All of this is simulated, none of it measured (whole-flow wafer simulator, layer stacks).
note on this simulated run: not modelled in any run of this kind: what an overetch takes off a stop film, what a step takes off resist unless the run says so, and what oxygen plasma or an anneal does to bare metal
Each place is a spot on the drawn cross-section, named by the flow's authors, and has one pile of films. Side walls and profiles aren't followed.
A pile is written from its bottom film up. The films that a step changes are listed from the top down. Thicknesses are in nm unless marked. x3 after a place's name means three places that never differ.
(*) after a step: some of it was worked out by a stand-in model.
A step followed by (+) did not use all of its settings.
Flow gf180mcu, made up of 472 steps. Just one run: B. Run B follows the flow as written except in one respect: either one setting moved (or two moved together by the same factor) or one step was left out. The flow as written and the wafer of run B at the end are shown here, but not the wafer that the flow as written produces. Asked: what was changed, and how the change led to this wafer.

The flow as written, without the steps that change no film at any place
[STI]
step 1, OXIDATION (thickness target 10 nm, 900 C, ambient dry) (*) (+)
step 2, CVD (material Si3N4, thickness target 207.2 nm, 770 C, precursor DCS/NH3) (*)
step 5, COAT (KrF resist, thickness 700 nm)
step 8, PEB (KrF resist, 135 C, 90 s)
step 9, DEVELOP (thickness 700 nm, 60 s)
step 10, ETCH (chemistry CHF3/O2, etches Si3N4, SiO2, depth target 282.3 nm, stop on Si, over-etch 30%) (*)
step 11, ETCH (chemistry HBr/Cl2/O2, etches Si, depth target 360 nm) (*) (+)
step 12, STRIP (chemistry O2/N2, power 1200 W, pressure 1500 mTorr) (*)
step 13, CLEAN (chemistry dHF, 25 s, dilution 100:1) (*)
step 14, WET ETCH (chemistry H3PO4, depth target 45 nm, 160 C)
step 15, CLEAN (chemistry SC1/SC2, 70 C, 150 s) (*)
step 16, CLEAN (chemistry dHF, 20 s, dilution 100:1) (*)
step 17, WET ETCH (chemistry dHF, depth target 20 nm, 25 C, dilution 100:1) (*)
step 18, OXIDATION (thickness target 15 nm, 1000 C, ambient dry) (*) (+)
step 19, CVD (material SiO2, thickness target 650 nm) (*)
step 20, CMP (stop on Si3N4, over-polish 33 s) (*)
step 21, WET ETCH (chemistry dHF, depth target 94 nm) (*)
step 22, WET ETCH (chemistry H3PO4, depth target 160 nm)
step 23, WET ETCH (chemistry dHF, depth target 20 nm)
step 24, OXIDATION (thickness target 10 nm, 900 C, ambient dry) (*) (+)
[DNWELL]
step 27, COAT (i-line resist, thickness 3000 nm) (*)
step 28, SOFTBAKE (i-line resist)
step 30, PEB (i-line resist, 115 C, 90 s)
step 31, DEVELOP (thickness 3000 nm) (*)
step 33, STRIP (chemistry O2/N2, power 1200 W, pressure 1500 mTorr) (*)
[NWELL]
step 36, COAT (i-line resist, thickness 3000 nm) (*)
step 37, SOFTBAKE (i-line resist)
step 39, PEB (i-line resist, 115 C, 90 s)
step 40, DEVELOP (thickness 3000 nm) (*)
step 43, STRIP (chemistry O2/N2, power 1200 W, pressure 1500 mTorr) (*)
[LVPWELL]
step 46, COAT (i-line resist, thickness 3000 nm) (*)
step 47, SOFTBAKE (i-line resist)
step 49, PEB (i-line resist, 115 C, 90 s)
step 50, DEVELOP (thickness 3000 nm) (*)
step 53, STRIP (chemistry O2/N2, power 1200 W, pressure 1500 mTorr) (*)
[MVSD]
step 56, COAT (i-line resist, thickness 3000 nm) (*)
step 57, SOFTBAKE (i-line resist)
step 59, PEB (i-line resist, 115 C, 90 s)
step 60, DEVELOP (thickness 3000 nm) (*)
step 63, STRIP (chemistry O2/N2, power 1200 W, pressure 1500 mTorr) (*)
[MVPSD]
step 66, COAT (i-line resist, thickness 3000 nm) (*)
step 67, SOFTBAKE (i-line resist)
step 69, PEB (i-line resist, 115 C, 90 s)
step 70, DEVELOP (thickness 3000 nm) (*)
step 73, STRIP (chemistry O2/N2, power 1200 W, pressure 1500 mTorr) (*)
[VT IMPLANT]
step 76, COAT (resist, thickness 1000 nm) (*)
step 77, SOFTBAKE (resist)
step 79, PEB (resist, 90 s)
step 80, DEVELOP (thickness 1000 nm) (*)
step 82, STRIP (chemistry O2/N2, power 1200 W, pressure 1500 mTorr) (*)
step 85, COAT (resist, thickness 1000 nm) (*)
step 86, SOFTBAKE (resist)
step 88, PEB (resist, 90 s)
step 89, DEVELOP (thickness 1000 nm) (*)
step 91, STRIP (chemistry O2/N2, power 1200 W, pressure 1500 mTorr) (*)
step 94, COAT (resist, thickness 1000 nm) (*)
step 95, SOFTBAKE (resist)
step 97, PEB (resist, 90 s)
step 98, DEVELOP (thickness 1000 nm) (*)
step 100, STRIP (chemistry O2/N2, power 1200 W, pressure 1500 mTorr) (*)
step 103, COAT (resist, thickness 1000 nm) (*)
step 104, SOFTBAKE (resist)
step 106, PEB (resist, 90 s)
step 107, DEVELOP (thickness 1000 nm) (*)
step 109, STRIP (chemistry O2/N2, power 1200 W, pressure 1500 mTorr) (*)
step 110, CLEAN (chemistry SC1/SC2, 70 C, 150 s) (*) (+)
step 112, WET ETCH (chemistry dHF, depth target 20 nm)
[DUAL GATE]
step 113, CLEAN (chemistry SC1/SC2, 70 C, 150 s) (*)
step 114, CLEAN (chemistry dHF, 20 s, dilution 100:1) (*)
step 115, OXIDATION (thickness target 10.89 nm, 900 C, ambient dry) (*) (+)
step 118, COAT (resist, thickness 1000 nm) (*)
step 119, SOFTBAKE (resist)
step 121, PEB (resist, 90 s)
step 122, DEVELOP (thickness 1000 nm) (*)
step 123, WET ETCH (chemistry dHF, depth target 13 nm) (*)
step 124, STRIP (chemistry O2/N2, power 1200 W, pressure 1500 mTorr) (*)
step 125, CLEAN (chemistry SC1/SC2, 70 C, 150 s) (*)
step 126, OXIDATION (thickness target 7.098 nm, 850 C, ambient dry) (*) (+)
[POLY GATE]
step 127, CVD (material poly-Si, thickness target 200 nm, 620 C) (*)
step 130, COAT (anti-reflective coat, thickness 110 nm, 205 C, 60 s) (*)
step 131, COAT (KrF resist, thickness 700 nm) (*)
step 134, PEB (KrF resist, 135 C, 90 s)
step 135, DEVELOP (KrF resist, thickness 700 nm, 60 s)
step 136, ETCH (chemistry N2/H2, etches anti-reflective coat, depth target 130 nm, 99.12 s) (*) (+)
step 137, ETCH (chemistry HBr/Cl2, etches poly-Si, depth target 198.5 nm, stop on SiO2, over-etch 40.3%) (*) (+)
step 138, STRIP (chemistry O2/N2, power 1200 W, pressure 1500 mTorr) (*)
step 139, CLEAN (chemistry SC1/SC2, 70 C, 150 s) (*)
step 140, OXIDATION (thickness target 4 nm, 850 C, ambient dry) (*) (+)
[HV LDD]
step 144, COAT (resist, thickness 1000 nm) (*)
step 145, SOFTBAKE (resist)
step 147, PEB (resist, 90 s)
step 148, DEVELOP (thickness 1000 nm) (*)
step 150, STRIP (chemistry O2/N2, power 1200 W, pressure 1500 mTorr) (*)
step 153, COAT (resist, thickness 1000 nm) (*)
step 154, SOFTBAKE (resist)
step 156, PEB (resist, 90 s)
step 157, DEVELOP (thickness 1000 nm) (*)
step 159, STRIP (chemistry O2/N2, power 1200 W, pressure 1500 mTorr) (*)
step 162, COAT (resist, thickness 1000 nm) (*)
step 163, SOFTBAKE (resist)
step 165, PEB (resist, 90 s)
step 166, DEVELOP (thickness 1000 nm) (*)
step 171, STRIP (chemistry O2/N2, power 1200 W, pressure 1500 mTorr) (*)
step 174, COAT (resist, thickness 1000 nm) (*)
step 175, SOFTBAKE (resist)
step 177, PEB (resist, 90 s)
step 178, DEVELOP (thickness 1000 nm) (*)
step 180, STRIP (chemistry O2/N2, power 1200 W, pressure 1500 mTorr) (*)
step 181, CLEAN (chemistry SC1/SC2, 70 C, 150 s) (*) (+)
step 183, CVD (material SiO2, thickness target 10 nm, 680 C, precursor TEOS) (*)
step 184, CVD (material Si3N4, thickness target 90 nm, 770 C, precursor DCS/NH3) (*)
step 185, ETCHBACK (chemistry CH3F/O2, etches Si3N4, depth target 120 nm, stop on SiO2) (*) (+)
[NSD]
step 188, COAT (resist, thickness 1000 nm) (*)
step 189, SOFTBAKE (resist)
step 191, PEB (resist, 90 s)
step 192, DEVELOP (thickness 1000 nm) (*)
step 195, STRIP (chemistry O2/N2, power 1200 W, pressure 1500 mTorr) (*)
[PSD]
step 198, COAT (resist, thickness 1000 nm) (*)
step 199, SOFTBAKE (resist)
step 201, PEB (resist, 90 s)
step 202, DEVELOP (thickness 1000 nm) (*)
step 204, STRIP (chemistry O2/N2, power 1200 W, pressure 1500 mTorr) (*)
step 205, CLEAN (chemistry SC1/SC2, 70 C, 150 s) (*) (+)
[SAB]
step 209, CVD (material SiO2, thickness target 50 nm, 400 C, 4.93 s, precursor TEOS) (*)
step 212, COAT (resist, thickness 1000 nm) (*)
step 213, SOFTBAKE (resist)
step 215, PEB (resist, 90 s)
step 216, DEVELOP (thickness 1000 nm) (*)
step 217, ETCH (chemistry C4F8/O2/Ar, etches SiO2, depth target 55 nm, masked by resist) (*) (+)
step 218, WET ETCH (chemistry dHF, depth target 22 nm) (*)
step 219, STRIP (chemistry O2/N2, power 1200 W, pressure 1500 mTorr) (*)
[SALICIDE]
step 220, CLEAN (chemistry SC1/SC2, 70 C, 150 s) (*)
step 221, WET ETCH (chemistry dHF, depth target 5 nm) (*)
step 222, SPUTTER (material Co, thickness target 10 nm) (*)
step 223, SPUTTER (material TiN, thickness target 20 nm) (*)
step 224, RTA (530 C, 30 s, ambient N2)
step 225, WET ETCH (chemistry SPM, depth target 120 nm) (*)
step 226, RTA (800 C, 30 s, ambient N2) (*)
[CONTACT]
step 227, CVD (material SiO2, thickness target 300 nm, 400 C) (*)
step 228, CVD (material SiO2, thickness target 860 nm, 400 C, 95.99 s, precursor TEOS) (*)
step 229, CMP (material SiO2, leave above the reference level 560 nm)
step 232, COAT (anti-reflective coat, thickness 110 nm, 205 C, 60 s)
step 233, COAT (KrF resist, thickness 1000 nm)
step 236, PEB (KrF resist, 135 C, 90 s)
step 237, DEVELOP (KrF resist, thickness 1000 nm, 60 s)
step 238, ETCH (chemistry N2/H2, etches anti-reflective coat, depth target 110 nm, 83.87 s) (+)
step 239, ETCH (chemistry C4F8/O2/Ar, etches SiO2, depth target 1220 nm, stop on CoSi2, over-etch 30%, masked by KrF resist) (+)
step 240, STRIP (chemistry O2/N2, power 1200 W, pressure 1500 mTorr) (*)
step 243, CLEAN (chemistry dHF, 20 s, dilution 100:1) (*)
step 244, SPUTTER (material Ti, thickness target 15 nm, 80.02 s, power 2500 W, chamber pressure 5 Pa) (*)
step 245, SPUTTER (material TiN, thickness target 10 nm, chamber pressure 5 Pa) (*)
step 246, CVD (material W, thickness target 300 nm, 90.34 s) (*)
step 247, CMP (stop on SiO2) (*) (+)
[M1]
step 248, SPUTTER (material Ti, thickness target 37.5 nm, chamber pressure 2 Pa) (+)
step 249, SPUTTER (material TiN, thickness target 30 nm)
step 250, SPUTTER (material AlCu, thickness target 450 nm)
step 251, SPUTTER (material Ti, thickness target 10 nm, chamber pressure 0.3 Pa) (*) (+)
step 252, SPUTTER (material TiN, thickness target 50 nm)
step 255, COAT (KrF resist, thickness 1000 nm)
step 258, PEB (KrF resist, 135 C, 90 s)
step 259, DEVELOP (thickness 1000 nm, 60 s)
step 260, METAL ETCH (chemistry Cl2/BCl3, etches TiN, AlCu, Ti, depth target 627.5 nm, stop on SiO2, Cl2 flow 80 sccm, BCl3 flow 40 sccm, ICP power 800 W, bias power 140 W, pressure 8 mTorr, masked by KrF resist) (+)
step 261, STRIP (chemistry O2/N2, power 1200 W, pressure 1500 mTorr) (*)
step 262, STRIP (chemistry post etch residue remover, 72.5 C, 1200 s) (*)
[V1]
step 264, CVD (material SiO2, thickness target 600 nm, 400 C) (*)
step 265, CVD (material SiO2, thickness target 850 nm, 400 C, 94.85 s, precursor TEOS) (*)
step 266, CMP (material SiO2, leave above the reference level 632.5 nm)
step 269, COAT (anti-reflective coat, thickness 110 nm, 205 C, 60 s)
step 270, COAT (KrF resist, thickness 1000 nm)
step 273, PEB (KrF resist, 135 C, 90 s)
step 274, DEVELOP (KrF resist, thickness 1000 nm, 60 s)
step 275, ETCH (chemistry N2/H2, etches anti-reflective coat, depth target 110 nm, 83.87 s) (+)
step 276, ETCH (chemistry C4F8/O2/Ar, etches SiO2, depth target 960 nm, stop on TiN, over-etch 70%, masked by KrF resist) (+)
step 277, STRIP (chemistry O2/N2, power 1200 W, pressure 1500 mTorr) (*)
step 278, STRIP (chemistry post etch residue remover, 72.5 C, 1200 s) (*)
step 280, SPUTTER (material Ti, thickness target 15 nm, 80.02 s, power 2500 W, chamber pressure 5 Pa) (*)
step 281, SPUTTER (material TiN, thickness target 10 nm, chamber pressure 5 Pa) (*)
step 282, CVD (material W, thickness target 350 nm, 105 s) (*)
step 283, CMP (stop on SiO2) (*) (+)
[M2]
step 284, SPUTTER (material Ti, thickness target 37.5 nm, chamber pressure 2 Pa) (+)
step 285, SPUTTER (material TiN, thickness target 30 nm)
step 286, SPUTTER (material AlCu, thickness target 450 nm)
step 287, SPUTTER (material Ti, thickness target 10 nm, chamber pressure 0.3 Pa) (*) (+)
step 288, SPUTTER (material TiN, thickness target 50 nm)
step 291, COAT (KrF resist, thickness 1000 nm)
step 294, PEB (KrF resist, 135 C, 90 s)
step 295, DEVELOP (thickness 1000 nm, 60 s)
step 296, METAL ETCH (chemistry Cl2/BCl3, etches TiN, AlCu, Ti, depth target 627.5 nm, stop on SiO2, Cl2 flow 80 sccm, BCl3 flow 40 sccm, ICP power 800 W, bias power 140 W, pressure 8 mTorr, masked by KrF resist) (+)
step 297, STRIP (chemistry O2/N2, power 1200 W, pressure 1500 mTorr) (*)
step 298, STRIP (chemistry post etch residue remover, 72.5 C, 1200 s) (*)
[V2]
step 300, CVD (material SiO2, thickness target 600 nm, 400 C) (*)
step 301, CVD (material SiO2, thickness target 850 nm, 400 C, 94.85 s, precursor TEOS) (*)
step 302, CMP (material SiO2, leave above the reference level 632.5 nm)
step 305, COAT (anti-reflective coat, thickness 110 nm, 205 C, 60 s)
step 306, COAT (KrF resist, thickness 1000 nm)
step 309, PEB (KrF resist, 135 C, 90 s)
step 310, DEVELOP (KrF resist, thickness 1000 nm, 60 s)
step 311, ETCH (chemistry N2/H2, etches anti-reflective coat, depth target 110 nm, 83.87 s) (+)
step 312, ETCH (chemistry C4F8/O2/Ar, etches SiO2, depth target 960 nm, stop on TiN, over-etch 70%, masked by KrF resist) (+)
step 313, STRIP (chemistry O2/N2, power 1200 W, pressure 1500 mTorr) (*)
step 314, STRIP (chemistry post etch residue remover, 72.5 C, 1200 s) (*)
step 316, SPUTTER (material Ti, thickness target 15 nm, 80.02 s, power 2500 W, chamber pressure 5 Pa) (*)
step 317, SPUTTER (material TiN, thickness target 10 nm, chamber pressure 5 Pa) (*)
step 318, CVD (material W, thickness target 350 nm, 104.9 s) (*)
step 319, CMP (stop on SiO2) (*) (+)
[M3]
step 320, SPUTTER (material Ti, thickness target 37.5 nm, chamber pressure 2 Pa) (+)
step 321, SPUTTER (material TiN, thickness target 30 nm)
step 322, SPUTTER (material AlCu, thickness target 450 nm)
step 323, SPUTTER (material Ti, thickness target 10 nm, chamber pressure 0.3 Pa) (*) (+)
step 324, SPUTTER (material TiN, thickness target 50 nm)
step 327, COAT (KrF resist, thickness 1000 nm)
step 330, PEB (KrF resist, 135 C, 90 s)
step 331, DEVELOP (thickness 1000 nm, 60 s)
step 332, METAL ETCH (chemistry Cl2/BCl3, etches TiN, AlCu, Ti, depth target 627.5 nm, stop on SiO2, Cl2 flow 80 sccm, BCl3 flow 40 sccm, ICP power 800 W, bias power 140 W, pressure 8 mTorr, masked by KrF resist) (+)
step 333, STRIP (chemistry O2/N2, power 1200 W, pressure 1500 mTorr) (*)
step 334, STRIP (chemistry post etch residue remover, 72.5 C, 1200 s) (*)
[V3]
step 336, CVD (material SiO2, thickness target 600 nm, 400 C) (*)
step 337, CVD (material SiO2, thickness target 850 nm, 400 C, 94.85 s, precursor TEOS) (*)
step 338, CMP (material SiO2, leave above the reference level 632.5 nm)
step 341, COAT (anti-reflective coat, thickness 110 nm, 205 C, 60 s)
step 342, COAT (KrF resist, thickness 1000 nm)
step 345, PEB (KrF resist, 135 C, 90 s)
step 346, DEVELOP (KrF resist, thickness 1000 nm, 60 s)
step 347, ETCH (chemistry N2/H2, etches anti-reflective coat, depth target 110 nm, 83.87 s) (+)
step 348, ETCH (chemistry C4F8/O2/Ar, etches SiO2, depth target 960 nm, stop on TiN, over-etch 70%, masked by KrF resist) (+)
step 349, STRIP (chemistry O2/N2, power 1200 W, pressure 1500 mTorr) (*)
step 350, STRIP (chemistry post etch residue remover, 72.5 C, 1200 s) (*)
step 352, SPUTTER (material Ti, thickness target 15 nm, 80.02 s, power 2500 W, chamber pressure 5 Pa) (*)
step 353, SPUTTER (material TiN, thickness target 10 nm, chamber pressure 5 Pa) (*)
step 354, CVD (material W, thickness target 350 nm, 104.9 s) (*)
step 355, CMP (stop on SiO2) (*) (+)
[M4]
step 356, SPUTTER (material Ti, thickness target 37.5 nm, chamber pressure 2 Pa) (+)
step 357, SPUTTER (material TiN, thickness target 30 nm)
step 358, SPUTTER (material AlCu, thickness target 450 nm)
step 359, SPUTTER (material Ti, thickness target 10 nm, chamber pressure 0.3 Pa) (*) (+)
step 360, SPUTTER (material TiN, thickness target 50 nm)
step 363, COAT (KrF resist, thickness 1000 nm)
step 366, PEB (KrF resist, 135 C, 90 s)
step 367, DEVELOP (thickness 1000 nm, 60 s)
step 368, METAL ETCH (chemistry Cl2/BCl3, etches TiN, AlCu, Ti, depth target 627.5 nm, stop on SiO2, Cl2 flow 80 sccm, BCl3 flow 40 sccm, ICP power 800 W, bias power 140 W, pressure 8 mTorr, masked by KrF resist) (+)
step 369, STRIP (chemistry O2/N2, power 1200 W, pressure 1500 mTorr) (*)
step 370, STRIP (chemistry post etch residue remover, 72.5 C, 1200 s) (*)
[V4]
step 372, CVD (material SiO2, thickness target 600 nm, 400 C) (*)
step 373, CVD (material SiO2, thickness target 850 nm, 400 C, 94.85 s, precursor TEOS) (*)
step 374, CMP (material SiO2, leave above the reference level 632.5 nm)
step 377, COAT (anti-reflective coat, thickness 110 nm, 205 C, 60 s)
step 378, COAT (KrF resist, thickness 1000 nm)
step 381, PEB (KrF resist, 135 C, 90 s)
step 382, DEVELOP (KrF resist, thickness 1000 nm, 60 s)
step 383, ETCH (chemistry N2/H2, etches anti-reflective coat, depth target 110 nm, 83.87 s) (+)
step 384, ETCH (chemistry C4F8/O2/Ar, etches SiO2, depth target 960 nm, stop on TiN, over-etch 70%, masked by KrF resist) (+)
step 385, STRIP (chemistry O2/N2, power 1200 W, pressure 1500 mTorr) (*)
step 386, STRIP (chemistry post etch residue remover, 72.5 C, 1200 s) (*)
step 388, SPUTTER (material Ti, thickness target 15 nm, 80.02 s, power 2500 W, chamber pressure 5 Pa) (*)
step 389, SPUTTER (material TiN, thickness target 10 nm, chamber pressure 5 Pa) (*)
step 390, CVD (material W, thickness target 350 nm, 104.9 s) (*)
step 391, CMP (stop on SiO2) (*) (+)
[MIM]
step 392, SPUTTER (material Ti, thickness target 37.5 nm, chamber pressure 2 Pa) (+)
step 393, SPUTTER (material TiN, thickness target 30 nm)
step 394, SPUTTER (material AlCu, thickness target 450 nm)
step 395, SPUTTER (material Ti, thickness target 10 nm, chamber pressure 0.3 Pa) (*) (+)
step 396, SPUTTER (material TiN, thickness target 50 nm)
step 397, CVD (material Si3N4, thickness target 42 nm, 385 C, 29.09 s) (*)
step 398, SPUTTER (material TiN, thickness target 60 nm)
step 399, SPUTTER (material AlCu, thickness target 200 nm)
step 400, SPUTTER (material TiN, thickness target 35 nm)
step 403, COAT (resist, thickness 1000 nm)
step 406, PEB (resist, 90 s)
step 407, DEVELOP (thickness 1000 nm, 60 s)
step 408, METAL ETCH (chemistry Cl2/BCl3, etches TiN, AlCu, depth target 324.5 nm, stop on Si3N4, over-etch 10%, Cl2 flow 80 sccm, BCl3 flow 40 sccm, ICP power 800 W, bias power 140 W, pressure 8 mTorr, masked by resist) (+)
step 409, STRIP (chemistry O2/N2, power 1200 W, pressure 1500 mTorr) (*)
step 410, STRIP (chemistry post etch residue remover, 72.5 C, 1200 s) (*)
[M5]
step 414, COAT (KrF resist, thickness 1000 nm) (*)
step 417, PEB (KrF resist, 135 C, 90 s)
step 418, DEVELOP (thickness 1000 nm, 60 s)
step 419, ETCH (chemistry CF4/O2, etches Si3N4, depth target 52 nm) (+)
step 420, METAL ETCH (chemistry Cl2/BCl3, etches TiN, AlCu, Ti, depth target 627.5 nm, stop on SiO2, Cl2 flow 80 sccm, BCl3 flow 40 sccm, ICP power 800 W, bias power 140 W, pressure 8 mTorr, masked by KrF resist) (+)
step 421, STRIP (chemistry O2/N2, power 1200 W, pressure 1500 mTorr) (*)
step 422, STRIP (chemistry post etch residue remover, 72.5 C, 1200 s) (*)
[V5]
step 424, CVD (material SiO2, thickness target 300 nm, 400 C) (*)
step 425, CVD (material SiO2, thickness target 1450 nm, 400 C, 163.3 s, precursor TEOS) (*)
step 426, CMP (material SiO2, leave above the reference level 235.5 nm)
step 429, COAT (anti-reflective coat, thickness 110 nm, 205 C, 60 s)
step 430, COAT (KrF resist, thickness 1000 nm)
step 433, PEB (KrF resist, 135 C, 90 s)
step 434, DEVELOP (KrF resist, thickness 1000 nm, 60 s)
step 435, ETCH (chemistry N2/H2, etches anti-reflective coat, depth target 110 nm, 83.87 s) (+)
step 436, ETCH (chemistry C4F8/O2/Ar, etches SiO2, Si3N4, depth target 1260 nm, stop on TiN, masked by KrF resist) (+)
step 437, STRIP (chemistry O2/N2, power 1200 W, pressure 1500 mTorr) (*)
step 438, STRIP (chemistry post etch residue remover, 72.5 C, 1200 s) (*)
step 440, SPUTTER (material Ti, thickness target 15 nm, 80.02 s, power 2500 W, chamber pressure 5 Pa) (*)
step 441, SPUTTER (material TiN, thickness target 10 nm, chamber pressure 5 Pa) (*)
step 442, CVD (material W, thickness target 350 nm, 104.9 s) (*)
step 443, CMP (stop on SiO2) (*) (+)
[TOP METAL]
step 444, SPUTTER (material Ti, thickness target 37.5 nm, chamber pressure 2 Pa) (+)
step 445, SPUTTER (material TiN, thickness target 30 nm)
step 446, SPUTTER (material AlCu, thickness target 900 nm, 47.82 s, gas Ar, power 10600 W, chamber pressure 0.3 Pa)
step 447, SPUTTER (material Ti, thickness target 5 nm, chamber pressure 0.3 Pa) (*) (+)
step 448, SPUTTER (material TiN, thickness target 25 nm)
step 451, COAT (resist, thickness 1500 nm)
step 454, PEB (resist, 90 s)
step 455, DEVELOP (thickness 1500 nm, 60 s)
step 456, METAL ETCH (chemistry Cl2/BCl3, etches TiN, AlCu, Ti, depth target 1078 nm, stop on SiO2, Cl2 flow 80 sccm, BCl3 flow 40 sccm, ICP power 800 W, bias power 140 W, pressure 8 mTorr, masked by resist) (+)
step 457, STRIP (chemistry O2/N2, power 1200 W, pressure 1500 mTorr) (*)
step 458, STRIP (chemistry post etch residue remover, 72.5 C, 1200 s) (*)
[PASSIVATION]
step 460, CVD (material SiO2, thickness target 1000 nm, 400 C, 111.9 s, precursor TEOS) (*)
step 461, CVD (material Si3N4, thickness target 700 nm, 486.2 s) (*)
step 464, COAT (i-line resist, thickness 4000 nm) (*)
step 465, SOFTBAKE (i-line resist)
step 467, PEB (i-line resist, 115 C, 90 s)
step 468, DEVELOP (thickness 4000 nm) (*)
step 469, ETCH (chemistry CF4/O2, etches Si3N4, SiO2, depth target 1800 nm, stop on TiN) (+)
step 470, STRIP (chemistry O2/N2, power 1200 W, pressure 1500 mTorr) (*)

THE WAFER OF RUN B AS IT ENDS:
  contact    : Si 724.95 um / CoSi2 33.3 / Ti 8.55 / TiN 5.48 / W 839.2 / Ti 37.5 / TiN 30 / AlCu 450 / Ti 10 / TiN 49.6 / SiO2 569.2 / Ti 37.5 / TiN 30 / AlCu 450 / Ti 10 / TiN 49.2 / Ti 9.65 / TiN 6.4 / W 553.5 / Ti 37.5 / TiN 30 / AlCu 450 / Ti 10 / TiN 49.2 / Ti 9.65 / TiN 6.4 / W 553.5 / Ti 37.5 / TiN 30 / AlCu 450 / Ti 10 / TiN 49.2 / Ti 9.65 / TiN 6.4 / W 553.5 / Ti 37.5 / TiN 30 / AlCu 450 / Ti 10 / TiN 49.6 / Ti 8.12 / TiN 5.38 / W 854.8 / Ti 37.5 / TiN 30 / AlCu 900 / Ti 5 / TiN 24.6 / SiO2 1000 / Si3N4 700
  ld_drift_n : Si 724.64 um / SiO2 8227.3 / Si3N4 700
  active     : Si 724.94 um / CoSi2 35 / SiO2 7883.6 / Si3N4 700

Cause: step 276, ETCH: chemistry C4F8/O2/Ar, etches SiO2, depth target 960 nm, stop on TiN, over-etch 70%, masked by KrF resist (+), was skipped.

The path from the change to this, step by step:
  step 277, STRIP (chemistry O2/N2, power 1200 W, pressure 1500 mTorr) (*)
      field, field__w1, field__w2 and 107 more: -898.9 KrF resist (all of it), -110 anti-reflective coat (all of it) (in the flow as written it would be: -706.9 KrF resist (all of it), -110 anti-reflective coat (all of it))
  step 280, SPUTTER (material Ti, thickness target 15 nm, 80.02 s, power 2500 W, chamber pressure 5 Pa) (*)
      contact: +15 Ti (new film) (in the flow as written it would be: +9.65 Ti (new film))
  step 281, SPUTTER (material TiN, thickness target 10 nm, chamber pressure 5 Pa) (*)
      contact: +10 TiN (new film) (in the flow as written it would be: +6.4 TiN (new film))
  step 282, CVD (material W, thickness target 350 nm, 105 s) (*)
      contact: +350 W (new film) (in the flow as written it would be: +932.3 W (new film))
  step 283, CMP (stop on SiO2) (*) (+)
      contact: -350 W (all of it), -10 TiN (all of it), -15 Ti (all of it), -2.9 SiO2 (in the flow as written it would be: -378.8 W)
Taking metal films that touch as one body, contact has 2 bodies (between them, from the top down: SiO2 569.2); the flow as written gives 1 body.
